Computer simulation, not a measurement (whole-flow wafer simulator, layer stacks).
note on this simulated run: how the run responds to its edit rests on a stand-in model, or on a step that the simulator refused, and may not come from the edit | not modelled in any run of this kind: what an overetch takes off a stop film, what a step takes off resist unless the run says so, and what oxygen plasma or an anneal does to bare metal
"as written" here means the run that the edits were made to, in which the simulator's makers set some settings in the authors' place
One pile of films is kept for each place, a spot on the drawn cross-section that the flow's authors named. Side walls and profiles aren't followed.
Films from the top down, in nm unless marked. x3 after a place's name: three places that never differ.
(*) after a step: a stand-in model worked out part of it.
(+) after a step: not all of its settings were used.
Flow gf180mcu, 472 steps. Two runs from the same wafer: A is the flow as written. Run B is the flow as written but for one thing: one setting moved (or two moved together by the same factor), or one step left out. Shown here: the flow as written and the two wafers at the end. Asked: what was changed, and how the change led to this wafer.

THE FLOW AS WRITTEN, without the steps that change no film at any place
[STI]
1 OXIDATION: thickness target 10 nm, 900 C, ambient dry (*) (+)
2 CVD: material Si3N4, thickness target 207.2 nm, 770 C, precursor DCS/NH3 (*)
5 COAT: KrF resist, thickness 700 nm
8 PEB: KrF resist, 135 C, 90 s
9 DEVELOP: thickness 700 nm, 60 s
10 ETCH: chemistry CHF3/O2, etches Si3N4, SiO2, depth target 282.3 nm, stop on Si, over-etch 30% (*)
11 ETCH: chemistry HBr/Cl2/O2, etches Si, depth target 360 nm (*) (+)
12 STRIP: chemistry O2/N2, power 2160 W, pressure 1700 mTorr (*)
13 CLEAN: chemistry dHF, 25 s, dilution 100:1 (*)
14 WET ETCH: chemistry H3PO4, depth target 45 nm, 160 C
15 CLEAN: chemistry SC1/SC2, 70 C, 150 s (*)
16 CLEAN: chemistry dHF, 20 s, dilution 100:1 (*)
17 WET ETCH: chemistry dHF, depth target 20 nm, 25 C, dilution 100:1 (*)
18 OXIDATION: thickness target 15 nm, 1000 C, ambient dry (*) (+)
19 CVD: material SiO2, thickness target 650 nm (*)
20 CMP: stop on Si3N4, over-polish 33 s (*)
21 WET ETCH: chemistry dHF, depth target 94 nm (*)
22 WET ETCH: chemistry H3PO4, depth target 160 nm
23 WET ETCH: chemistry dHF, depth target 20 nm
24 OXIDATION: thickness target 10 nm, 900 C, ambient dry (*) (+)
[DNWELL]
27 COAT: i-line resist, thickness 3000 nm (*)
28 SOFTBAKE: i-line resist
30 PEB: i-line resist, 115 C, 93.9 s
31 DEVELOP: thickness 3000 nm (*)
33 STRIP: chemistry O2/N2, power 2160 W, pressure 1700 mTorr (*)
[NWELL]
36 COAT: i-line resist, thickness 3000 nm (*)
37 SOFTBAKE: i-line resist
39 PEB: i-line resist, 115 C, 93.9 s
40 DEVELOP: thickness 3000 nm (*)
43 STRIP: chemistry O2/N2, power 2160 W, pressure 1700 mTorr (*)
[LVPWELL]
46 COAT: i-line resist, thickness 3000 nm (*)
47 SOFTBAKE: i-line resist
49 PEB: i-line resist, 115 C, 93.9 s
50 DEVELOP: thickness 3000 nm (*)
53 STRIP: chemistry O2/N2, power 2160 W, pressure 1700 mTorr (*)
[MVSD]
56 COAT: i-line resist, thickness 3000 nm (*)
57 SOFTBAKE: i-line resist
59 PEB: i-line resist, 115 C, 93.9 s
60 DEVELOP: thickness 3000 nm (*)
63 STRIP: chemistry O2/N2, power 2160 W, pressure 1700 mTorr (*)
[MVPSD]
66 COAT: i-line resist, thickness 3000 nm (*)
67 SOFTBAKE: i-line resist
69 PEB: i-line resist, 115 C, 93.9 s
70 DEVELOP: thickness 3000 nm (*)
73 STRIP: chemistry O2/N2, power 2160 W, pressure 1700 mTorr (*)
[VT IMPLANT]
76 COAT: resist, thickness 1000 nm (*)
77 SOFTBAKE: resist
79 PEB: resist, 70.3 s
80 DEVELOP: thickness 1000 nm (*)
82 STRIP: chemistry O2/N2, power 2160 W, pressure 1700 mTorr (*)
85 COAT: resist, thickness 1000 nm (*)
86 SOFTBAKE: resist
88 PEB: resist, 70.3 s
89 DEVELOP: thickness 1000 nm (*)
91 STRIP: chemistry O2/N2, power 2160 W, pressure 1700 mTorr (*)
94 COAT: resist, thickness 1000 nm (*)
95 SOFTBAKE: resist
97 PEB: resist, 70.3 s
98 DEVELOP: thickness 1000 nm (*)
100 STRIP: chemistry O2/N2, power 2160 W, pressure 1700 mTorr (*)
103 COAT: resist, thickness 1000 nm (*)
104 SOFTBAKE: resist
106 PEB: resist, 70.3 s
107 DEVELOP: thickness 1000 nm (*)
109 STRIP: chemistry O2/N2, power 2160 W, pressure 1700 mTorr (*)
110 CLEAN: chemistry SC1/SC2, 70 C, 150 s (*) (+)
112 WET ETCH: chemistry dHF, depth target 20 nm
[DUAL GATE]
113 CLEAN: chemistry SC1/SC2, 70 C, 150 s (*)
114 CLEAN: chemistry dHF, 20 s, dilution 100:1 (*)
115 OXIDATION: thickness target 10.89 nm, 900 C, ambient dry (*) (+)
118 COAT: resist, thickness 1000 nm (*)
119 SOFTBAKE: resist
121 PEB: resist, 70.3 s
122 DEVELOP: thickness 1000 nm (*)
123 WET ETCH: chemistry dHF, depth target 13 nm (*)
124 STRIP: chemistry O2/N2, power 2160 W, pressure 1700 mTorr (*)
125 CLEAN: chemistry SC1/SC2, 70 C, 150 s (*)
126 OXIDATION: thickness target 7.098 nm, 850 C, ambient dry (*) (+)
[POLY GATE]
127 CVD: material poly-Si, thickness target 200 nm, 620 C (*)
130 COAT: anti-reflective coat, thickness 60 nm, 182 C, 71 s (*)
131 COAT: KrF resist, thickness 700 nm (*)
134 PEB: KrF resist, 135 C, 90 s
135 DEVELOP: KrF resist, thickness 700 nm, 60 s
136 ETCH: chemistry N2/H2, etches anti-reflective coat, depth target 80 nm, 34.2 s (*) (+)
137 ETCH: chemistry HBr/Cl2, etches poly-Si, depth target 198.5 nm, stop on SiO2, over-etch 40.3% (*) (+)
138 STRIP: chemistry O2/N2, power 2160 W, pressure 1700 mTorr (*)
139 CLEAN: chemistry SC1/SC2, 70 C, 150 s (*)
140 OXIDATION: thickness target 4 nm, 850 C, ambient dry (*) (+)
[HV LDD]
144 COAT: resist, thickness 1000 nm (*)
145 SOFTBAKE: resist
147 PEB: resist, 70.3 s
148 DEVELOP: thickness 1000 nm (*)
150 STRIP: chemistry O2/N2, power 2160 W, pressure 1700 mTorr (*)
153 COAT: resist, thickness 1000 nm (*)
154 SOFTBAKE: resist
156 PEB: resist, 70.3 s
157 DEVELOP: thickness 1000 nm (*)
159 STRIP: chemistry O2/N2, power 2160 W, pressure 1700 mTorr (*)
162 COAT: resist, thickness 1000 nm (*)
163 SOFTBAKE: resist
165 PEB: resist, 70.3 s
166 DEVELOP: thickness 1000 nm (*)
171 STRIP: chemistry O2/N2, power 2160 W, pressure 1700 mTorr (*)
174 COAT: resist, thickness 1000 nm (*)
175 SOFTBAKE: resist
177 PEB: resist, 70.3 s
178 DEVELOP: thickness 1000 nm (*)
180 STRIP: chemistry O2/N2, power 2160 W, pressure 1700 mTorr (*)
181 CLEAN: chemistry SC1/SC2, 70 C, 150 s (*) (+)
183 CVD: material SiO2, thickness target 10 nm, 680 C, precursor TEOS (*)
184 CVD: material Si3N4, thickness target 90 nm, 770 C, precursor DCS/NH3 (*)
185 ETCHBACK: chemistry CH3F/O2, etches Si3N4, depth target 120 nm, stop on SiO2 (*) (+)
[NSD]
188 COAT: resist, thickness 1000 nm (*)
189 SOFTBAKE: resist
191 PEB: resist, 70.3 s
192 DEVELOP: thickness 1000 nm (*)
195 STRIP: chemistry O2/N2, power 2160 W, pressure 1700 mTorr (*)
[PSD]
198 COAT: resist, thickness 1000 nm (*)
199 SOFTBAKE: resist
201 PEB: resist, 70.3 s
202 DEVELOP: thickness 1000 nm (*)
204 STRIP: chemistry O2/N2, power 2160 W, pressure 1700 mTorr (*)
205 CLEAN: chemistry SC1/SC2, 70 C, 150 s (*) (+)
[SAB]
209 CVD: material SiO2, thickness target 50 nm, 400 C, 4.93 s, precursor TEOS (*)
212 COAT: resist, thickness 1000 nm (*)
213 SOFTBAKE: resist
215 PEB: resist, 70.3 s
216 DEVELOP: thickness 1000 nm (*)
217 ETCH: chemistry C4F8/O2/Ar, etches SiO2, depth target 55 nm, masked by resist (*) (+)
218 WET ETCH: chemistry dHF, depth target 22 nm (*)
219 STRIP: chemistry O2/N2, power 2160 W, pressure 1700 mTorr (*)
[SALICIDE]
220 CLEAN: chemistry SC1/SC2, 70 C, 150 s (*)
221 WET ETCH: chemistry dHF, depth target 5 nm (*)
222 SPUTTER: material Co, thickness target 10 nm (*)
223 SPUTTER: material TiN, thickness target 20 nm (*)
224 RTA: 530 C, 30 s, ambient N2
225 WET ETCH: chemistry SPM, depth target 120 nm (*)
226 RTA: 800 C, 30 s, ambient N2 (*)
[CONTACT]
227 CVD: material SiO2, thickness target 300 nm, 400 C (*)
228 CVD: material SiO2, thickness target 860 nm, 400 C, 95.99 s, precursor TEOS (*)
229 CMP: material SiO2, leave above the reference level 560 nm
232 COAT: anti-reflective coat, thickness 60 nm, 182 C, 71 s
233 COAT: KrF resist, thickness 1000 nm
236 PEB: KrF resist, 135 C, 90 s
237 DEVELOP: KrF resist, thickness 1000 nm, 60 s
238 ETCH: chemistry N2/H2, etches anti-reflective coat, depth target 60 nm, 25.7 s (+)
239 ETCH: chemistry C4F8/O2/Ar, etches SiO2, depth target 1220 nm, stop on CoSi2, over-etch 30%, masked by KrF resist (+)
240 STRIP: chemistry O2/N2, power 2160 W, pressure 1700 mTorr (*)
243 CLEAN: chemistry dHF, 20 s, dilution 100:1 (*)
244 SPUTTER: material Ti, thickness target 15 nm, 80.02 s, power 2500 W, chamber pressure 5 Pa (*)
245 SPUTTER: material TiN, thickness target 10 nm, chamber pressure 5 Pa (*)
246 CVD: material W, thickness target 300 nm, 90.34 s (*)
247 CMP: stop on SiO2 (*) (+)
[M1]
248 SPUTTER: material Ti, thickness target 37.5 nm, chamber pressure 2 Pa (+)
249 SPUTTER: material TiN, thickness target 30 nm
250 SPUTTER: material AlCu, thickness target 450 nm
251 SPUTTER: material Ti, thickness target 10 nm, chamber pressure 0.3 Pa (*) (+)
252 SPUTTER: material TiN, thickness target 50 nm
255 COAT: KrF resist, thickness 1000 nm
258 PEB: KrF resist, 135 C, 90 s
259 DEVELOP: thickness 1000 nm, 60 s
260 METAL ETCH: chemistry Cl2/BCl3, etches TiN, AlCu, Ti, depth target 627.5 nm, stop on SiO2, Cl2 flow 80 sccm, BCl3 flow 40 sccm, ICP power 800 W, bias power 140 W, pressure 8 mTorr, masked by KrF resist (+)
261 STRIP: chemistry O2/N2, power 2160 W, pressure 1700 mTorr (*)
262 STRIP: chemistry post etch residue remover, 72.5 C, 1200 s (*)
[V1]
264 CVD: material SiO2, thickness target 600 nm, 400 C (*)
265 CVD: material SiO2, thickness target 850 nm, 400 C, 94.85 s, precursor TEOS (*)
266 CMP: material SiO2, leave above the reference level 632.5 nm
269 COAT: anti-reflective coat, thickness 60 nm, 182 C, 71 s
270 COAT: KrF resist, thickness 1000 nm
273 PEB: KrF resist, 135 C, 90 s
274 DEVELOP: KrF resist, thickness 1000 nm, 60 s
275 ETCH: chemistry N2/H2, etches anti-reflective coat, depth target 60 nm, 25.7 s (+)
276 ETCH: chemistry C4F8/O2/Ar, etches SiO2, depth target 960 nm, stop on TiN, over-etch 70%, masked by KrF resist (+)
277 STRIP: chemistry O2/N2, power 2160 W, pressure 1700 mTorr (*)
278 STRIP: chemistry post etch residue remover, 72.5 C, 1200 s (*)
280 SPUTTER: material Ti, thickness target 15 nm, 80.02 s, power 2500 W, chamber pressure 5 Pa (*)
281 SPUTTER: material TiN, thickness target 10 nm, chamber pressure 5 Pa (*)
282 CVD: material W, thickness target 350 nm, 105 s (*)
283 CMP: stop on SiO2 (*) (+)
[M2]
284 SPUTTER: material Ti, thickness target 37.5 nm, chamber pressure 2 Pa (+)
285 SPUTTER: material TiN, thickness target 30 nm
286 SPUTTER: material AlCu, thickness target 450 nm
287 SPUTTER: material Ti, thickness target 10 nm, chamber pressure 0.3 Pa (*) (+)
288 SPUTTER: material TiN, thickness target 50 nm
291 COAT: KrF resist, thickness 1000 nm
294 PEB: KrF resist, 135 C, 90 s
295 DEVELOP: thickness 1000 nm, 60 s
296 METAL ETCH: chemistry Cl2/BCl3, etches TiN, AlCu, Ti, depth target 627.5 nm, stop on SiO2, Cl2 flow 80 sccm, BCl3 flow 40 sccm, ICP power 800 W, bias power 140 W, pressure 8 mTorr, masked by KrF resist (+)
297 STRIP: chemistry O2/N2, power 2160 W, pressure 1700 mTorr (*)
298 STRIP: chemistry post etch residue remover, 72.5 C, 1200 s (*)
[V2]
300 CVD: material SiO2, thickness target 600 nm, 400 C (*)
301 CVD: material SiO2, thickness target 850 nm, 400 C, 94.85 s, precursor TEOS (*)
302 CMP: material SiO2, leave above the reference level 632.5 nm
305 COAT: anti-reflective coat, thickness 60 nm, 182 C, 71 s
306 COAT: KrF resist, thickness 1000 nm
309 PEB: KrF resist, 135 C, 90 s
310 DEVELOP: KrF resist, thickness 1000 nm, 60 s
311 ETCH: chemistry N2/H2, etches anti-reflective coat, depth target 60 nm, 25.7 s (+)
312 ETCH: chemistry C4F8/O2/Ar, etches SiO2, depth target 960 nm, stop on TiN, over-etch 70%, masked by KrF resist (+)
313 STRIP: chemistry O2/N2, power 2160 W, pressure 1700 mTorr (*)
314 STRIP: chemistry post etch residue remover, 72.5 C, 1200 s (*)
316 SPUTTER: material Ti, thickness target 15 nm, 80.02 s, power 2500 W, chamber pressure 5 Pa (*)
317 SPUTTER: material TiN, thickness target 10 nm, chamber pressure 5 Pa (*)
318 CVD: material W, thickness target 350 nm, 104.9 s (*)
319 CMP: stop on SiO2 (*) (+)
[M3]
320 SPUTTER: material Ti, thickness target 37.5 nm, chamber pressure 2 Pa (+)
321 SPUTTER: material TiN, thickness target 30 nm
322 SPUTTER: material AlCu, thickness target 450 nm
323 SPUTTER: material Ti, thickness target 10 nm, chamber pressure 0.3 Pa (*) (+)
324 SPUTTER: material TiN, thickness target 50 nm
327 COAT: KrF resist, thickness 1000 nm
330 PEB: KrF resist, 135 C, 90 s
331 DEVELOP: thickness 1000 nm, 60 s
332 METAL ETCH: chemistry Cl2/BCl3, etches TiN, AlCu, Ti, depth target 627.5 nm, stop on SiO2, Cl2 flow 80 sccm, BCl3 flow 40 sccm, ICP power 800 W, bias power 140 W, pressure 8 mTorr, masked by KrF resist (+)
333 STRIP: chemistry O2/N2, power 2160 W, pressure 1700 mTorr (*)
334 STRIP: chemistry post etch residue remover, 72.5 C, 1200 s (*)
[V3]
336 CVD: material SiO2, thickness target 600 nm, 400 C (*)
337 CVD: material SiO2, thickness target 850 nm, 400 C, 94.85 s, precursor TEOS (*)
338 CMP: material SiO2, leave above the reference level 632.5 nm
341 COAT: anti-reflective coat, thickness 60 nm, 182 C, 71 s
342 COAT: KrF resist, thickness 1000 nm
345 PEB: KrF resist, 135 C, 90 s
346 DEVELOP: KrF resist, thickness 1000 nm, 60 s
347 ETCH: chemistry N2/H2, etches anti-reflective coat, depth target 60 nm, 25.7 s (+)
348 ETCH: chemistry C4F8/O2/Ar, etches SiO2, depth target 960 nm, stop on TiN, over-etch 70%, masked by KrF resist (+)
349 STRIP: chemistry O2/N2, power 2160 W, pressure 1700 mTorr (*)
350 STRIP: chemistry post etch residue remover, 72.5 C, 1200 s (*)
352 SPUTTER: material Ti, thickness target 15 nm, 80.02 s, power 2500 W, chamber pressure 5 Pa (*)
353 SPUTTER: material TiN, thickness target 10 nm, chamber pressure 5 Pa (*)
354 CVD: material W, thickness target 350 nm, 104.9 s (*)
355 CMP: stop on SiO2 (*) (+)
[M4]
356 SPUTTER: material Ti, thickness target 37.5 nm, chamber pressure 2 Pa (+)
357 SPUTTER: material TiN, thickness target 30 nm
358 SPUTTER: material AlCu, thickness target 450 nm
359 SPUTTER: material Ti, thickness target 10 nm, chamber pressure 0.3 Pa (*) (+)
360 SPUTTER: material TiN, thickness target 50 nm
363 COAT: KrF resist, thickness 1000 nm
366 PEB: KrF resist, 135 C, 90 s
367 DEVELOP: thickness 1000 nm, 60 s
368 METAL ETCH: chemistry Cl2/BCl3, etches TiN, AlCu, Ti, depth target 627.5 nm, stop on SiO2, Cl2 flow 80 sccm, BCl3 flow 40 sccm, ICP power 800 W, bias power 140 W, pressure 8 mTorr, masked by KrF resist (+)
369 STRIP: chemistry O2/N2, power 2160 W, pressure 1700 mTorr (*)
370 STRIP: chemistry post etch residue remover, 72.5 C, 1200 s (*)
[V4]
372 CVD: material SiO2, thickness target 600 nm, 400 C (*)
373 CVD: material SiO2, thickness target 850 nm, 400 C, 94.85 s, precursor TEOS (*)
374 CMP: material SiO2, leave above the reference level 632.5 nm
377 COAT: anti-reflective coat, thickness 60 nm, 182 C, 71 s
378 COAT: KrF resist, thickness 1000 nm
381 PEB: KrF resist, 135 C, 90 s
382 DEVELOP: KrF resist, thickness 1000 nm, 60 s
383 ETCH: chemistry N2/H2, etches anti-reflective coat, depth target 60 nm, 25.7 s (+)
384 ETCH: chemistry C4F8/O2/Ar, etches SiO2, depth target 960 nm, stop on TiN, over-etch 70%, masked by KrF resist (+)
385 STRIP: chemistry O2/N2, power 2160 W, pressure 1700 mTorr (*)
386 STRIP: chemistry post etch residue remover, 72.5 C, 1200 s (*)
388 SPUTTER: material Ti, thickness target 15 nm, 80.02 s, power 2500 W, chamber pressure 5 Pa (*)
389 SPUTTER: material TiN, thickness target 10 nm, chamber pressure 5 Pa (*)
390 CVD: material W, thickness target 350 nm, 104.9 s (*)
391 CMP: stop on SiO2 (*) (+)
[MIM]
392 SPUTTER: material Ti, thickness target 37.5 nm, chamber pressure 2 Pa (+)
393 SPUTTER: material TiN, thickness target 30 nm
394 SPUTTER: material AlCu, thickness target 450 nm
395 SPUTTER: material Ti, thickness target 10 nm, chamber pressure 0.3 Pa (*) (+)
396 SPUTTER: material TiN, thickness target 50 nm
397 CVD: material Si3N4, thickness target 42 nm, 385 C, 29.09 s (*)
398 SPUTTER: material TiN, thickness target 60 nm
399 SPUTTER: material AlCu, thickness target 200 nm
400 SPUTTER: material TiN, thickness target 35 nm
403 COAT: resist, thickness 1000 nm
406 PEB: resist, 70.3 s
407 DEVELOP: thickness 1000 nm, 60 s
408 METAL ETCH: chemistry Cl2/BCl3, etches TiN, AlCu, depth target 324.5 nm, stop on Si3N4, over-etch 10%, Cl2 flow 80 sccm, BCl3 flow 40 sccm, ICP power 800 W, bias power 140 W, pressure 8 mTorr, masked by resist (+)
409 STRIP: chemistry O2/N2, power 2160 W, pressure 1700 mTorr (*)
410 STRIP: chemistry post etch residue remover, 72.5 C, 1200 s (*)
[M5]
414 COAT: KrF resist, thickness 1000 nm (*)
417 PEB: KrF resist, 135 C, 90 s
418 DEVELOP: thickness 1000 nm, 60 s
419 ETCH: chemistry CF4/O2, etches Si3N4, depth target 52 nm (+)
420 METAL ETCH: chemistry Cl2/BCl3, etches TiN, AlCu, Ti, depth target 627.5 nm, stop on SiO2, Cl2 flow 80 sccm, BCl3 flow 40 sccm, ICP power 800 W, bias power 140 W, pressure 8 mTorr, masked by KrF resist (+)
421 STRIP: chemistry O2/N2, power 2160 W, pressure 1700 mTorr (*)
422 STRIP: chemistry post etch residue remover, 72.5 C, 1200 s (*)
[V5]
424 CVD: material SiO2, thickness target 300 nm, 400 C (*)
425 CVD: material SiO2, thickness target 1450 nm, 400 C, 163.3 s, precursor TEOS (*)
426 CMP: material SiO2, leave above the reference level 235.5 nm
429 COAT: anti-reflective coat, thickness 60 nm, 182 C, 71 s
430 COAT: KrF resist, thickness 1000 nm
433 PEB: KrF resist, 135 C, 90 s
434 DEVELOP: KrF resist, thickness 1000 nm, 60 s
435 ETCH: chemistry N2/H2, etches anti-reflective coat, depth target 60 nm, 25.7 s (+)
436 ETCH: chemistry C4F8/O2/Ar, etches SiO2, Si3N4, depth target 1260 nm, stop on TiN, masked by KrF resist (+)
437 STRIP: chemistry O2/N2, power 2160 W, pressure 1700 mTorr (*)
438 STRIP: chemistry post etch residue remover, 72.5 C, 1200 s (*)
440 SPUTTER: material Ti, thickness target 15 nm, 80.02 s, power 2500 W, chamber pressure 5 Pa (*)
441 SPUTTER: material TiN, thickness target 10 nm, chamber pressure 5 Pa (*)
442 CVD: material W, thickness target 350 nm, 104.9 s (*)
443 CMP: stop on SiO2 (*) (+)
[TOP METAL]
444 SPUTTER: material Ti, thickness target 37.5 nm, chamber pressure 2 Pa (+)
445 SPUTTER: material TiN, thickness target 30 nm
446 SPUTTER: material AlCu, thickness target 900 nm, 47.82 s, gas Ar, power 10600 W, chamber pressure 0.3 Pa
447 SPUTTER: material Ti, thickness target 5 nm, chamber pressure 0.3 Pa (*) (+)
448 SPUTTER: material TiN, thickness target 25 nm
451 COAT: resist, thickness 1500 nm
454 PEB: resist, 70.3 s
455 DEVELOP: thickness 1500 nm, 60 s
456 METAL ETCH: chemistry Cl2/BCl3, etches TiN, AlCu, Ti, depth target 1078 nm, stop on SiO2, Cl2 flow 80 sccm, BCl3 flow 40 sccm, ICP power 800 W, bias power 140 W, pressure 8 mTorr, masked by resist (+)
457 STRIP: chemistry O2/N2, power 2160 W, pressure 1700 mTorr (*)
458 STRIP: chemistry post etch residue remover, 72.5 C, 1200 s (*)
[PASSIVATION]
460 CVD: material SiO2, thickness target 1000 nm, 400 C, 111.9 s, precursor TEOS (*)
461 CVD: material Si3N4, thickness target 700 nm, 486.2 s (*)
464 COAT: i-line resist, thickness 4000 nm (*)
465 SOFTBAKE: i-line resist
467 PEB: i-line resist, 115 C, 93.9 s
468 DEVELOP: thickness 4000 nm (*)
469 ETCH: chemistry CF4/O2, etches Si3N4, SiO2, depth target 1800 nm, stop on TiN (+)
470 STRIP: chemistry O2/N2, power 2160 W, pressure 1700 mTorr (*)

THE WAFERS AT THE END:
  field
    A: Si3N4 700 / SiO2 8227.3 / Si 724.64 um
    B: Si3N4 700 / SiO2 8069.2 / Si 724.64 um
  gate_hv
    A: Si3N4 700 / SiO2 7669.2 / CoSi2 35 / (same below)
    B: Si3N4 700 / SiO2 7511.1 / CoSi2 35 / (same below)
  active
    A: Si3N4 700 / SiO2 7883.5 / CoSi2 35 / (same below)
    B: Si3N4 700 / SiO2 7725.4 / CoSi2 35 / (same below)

The cause: step 338, CMP: leave above the reference level 474.4 nm was run, where the flow has leave above the reference level 632.5 nm.

How the change led to this, step by step:
  338 CMP: material SiO2, leave above the reference level 632.5 nm
      field, field__w1, field__w2 and 103 more: A SiO2 -300 | B SiO2 -458.1
      field__w8, contact, m1, m1__w1, m1_nw: A SiO2 -877.1 | B SiO2 -1035.2
  348 ETCH: chemistry C4F8/O2/Ar, etches SiO2, depth target 960 nm, stop on TiN, over-etch 70%, masked by KrF resist (+)
      field, field__w1, field__w2 and 107 more: A KrF resist -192 | B KrF resist -140.9
      contact: A SiO2 -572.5 (all of it) | B SiO2 -414.4 (all of it)
  349 STRIP: chemistry O2/N2, power 2160 W, pressure 1700 mTorr (*)
      field, field__w1, field__w2 and 107 more: A KrF resist -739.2 (all of it), anti-reflective coat -60 (all of it) | B KrF resist -790.3 (all of it), anti-reflective coat -60 (all of it)
  352 SPUTTER: material Ti, thickness target 15 nm, 80.02 s, power 2500 W, chamber pressure 5 Pa (*)
      contact: A Ti +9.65 (new film) | B Ti +10.6 (new film)
  353 SPUTTER: material TiN, thickness target 10 nm, chamber pressure 5 Pa (*)
      contact: A TiN +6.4 (new film) | B TiN +7.04 (new film)
  354 CVD: material W, thickness target 350 nm, 104.9 s (*)
      contact: A W +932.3 (new film) | B W +772.6 (new film)
